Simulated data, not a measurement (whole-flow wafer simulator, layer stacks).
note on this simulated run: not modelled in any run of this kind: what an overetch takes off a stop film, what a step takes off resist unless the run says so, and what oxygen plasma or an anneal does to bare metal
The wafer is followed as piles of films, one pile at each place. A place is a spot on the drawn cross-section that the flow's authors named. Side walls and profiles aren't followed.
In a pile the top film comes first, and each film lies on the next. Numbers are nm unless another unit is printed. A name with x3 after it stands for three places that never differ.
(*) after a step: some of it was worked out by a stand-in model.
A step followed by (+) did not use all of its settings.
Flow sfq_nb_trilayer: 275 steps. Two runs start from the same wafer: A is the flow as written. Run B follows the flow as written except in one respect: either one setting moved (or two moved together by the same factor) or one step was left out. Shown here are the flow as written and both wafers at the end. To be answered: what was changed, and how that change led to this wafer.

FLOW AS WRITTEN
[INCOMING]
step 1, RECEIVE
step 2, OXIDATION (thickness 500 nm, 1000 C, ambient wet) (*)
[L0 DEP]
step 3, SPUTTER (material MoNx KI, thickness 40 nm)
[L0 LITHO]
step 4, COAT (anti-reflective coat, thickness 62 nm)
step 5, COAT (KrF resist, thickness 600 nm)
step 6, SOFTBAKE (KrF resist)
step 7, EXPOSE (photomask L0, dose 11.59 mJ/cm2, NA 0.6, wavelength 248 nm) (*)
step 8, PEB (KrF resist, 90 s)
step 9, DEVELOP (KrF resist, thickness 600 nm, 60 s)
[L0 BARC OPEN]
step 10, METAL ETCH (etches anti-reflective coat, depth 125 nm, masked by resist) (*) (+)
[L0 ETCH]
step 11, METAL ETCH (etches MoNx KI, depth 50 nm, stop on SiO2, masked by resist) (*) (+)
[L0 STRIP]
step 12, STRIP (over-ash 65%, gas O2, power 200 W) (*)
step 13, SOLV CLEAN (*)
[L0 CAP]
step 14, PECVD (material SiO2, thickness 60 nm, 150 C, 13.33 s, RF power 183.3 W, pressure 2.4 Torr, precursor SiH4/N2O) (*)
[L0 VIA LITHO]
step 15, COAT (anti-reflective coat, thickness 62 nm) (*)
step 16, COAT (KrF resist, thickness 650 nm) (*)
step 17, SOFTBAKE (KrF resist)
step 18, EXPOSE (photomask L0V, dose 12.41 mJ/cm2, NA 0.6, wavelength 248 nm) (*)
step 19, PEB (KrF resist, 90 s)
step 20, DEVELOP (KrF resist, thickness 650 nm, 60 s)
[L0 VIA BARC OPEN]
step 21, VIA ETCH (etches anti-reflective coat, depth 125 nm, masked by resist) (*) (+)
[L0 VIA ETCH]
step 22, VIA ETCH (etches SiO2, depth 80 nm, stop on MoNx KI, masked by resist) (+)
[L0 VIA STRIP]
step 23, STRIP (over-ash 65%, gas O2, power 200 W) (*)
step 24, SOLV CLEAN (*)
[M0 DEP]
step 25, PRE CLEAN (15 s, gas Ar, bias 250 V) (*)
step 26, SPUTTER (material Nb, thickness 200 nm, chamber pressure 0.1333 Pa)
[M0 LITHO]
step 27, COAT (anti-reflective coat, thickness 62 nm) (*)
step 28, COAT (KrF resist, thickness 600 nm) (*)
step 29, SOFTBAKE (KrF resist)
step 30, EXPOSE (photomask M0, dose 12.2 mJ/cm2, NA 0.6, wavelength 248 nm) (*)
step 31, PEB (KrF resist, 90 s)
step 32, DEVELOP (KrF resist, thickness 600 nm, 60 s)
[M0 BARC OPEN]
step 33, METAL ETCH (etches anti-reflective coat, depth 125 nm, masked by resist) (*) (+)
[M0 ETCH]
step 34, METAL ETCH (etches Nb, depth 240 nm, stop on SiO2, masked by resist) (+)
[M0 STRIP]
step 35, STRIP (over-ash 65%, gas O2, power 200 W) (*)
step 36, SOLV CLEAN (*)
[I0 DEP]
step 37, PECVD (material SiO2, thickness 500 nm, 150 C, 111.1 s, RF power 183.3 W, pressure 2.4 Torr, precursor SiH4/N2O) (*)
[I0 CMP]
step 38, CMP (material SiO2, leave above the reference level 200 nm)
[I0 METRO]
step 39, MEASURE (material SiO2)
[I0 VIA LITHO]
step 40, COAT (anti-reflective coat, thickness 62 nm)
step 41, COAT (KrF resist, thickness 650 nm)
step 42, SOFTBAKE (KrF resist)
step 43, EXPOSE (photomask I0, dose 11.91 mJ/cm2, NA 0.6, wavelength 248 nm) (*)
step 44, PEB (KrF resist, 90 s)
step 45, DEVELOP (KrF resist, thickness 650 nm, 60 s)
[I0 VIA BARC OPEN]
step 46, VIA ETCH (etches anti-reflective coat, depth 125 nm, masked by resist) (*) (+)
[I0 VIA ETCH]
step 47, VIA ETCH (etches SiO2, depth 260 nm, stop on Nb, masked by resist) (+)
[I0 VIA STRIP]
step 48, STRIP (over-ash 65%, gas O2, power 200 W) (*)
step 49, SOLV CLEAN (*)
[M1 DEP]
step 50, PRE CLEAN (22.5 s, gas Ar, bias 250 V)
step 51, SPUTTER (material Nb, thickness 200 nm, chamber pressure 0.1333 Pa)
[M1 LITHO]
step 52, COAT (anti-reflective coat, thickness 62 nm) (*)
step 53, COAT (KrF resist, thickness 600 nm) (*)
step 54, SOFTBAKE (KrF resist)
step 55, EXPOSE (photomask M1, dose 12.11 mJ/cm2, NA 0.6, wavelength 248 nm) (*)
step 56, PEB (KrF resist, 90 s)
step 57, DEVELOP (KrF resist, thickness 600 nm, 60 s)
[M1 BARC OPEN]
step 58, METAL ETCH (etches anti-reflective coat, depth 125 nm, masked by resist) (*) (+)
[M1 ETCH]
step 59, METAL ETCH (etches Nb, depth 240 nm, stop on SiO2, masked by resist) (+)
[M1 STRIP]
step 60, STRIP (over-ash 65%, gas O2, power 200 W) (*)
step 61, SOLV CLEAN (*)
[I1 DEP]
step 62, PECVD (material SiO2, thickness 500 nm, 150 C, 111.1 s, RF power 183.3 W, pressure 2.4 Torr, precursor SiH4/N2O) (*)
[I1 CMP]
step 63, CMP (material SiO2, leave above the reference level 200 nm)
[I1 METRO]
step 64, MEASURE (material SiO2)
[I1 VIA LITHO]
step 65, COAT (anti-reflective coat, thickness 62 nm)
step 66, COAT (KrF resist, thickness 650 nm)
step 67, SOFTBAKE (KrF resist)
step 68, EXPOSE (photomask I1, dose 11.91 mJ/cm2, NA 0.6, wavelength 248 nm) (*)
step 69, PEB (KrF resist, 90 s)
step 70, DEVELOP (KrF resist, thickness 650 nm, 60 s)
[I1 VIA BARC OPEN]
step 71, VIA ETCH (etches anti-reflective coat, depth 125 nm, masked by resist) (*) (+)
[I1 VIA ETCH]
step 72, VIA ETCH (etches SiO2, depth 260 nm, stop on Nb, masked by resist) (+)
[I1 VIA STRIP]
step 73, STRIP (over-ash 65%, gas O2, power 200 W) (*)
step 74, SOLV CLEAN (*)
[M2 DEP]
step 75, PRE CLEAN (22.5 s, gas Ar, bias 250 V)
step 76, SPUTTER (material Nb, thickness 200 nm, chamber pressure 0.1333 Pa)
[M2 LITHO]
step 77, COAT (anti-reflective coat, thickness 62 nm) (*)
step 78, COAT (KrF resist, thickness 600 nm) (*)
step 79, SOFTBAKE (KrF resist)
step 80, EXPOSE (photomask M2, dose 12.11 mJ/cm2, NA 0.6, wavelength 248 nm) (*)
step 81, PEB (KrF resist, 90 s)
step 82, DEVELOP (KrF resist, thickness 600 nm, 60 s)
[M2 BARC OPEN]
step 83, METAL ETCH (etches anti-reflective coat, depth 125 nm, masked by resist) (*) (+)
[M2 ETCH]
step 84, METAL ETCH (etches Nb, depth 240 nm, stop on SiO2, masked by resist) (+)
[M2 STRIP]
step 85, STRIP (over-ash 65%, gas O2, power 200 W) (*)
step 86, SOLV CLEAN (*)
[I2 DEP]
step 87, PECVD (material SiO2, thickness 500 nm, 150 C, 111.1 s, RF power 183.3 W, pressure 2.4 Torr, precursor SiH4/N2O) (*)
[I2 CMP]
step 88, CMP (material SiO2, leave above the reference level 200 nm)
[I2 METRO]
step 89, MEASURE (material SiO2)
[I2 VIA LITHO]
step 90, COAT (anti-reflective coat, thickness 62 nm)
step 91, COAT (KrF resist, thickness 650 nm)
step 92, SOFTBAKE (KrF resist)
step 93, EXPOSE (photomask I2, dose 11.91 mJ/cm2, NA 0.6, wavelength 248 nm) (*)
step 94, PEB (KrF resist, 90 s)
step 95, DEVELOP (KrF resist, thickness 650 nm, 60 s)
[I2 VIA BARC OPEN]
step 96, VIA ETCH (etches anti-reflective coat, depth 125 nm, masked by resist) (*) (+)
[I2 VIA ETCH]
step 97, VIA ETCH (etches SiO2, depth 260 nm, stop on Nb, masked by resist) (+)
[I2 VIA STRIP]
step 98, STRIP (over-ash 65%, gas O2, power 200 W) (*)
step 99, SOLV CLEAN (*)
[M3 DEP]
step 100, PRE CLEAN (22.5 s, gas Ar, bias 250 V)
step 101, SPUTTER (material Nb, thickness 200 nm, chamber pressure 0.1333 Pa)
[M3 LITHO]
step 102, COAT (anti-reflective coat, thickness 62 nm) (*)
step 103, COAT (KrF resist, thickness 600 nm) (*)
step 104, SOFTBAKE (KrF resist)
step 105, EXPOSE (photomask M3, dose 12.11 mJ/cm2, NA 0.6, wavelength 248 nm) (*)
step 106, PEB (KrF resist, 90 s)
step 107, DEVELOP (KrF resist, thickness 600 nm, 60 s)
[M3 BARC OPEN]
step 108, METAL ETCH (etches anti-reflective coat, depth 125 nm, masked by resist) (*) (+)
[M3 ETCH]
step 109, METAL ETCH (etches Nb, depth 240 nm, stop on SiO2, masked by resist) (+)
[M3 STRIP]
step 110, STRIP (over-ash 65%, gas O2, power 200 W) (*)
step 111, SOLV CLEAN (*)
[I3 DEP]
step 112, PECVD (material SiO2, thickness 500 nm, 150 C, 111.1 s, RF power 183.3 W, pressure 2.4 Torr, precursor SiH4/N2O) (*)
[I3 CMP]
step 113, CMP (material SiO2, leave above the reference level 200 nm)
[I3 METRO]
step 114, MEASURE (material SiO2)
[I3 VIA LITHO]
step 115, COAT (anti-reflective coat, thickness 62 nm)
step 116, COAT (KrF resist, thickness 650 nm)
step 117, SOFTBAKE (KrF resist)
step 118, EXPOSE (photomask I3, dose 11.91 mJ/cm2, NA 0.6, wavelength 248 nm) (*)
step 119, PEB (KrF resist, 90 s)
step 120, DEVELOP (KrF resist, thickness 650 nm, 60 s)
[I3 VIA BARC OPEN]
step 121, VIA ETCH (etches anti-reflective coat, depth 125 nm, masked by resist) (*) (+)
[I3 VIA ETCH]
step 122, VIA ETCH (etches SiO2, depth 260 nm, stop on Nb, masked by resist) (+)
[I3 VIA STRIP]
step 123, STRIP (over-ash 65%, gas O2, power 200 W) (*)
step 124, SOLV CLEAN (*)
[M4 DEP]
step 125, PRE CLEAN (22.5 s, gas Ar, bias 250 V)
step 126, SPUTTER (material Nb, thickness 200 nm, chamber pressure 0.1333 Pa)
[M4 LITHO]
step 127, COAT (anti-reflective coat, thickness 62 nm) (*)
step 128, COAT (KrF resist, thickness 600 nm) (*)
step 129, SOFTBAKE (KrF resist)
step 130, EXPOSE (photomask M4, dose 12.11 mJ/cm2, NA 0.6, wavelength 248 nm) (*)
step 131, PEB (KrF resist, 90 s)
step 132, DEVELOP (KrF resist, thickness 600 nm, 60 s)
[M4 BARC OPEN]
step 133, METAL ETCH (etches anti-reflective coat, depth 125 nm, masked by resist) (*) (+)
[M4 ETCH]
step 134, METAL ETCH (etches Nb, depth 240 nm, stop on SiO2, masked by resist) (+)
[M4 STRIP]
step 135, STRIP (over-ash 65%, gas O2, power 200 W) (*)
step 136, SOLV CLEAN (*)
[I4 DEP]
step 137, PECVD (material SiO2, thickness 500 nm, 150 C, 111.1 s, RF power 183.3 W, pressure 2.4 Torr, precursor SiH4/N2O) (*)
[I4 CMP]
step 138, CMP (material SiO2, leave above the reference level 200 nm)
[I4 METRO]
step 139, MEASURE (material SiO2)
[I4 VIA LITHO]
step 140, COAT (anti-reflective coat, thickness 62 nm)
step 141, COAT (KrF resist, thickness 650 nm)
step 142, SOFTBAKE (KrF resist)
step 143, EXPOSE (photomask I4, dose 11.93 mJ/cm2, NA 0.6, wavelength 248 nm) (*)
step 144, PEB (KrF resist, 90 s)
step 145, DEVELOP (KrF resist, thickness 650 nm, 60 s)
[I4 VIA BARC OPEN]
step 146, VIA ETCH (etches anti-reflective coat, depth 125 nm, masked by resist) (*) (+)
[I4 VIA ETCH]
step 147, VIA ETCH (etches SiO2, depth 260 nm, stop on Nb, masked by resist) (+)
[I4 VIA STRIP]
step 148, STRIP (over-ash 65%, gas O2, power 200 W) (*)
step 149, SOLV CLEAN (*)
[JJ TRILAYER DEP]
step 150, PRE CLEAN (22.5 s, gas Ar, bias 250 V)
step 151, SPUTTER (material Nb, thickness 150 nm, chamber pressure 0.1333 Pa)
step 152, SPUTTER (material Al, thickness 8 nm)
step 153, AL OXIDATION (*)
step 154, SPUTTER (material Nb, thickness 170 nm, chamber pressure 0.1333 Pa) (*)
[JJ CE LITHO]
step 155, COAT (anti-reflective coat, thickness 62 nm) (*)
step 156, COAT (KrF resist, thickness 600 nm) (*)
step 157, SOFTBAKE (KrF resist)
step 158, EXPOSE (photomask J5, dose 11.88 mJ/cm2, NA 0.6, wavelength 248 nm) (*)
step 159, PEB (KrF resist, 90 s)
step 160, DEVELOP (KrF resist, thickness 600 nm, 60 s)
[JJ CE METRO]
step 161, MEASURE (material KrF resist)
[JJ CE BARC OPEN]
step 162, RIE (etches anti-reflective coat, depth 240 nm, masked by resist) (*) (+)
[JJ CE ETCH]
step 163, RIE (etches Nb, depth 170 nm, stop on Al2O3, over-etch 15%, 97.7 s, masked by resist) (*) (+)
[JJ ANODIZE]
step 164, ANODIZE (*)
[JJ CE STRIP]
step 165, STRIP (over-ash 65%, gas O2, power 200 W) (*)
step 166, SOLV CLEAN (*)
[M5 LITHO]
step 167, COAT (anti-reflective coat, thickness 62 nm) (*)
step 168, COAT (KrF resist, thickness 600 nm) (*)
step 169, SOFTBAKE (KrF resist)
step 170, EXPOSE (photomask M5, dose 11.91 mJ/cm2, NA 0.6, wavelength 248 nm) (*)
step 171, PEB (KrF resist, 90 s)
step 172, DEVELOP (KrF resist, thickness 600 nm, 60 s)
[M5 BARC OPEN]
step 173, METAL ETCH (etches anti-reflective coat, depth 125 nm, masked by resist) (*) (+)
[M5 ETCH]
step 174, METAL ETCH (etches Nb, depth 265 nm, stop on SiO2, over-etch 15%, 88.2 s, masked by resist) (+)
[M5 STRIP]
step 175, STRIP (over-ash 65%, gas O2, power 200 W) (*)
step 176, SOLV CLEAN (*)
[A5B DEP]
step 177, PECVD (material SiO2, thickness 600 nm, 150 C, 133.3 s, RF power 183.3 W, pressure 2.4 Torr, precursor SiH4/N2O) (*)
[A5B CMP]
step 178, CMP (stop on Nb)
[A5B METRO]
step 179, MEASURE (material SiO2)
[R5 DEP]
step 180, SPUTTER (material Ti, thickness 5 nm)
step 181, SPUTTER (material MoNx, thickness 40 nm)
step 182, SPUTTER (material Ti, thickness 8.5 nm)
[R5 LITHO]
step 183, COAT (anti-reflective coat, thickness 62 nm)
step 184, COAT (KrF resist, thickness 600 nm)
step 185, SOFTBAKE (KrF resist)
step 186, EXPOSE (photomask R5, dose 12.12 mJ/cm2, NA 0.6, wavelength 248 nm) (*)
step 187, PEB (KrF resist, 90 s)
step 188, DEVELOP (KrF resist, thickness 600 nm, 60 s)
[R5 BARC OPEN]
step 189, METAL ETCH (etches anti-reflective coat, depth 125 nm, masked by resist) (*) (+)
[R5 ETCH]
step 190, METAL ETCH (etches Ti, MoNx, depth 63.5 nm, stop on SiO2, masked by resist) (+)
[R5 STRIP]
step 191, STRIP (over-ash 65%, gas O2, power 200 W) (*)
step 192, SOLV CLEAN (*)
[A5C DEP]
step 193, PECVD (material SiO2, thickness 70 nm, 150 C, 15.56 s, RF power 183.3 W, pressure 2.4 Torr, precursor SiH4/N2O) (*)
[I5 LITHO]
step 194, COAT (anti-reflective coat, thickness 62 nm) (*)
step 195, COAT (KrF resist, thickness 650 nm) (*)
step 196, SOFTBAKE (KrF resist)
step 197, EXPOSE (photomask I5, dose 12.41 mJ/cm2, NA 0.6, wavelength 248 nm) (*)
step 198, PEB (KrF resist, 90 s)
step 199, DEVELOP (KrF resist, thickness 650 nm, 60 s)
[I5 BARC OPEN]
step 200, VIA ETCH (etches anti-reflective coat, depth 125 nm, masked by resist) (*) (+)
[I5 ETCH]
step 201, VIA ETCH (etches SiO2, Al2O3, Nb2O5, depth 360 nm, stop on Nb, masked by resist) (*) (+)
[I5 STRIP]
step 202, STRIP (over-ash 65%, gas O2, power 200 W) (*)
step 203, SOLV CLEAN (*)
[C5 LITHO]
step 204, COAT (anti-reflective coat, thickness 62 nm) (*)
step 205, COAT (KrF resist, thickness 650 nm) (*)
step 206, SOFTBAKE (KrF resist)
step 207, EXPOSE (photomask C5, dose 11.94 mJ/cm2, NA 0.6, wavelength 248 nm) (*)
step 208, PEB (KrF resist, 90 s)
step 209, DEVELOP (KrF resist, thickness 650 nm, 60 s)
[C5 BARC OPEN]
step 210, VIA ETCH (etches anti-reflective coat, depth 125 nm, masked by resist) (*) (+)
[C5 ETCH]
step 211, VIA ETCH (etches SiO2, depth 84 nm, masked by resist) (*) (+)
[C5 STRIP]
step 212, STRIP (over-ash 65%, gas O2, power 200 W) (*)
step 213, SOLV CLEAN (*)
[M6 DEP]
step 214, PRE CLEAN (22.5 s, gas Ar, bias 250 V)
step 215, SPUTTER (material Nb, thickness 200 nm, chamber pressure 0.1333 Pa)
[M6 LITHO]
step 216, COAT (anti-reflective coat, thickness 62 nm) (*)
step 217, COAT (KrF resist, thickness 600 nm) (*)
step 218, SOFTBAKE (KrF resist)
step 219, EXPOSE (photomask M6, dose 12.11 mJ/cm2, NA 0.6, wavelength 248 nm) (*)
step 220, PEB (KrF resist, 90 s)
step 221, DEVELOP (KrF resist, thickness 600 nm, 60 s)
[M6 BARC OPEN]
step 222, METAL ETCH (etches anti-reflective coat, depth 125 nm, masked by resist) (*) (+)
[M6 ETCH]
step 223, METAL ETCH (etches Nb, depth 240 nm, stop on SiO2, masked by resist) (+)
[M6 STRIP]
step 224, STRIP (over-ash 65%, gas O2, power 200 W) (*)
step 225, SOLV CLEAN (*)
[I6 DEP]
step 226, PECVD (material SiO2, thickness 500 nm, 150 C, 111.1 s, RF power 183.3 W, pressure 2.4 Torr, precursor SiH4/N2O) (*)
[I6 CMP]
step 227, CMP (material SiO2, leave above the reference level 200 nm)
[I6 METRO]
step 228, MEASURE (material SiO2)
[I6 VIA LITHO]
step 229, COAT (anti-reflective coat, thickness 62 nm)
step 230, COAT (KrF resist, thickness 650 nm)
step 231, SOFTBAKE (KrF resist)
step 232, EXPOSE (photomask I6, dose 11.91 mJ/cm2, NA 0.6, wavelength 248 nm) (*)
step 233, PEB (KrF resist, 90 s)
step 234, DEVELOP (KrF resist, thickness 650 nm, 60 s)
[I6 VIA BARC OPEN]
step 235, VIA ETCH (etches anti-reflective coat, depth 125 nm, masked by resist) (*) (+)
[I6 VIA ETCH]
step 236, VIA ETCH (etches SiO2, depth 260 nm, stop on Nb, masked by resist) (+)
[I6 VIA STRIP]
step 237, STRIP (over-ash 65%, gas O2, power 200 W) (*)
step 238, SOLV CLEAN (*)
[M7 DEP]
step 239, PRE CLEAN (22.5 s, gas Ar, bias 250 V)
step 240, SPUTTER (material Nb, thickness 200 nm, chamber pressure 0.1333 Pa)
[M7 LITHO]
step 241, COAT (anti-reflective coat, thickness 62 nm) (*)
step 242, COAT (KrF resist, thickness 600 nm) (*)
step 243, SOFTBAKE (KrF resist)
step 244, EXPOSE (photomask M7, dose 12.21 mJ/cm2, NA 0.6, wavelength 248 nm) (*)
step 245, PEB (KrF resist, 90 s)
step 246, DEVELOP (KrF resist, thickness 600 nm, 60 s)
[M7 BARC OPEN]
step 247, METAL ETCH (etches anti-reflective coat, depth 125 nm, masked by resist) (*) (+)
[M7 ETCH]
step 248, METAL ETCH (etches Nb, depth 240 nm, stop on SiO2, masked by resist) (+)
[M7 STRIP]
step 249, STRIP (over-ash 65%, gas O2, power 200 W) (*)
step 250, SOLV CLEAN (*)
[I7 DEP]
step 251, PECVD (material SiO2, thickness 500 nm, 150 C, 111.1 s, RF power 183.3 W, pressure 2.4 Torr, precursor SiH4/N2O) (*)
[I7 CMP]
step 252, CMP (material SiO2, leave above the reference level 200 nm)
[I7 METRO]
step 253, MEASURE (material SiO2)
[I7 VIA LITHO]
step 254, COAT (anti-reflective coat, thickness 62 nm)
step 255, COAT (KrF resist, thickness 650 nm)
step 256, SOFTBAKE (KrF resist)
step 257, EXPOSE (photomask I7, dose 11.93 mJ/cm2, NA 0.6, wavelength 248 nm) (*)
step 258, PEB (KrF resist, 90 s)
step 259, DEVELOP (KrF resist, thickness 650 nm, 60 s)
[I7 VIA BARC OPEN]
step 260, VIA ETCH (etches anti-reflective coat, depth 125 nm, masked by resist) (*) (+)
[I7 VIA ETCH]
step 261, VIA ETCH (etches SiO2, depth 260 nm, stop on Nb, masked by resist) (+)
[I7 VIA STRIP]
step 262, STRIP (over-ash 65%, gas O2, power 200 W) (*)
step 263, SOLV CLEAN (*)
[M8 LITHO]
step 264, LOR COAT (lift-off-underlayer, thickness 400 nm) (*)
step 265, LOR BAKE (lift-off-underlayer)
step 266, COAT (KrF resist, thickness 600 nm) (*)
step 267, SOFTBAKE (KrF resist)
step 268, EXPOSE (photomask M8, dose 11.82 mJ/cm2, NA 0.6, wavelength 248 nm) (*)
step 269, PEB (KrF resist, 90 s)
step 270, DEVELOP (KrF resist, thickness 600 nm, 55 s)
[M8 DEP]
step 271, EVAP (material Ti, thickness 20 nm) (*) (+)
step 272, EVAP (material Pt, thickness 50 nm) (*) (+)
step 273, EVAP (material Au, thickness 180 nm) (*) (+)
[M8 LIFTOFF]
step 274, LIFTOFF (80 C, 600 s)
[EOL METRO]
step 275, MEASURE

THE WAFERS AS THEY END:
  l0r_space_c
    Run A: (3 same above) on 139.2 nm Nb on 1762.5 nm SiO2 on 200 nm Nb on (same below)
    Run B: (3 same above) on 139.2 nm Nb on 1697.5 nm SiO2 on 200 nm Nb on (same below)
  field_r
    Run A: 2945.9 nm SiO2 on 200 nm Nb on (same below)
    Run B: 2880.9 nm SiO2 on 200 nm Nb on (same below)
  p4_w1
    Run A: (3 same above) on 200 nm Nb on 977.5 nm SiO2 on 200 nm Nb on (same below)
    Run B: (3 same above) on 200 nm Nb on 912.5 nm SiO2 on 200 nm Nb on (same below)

Cause: step 76, SPUTTER: thickness 135 nm was run, while the flow as written has thickness 200 nm.

How this came from the change, step by step:
  step 76, SPUTTER (material Nb, thickness 200 nm, chamber pressure 0.1333 Pa)
      field_l, v_sur, via_wl and 102 more: A +200 Nb (new film) | B +135 Nb (new film)
      via_v: A +174.5 Nb | B +118.5 Nb
  step 77, COAT (anti-reflective coat, thickness 62 nm) (*)
      via_v: A +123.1 anti-reflective coat (new film) | B +120.2 anti-reflective coat (new film)
  step 84, METAL ETCH (etches Nb, depth 240 nm, stop on SiO2, masked by resist) (+)
      field_l, be, be_sur and 81 more: A -200 Nb (all of it) | B -135 Nb (all of it)
      v_sur, via_wl, via_w and 19 more: A -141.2 KrF resist | B -119.1 KrF resist
  step 85, STRIP (over-ash 65%, gas O2, power 200 W) (*)
      wl_j_sl, wl_jj, wl_j_sr and 12 more: A -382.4 KrF resist (all of it), -62 anti-reflective coat (all of it) | B -404.4 KrF resist (all of it), -62 anti-reflective coat (all of it)
      v_sur: A -380 KrF resist (all of it), -61.4 anti-reflective coat (all of it) | B -402.2 KrF resist (all of it), -61.4 anti-reflective coat (all of it)
      (and at 6 other places as well)
  step 87, PECVD (material SiO2, thickness 500 nm, 150 C, 111.1 s, RF power 183.3 W, pressure 2.4 Torr, precursor SiH4/N2O) (*)
      via_v: A +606 SiO2 (new film) | B +590.4 SiO2 (new film)
  step 88, CMP (material SiO2, leave above the reference level 200 nm)
      field_l, be, be_sur and 81 more: A -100 SiO2 | B -165 SiO2
      via_v: A -181.6 SiO2 | B -175 SiO2
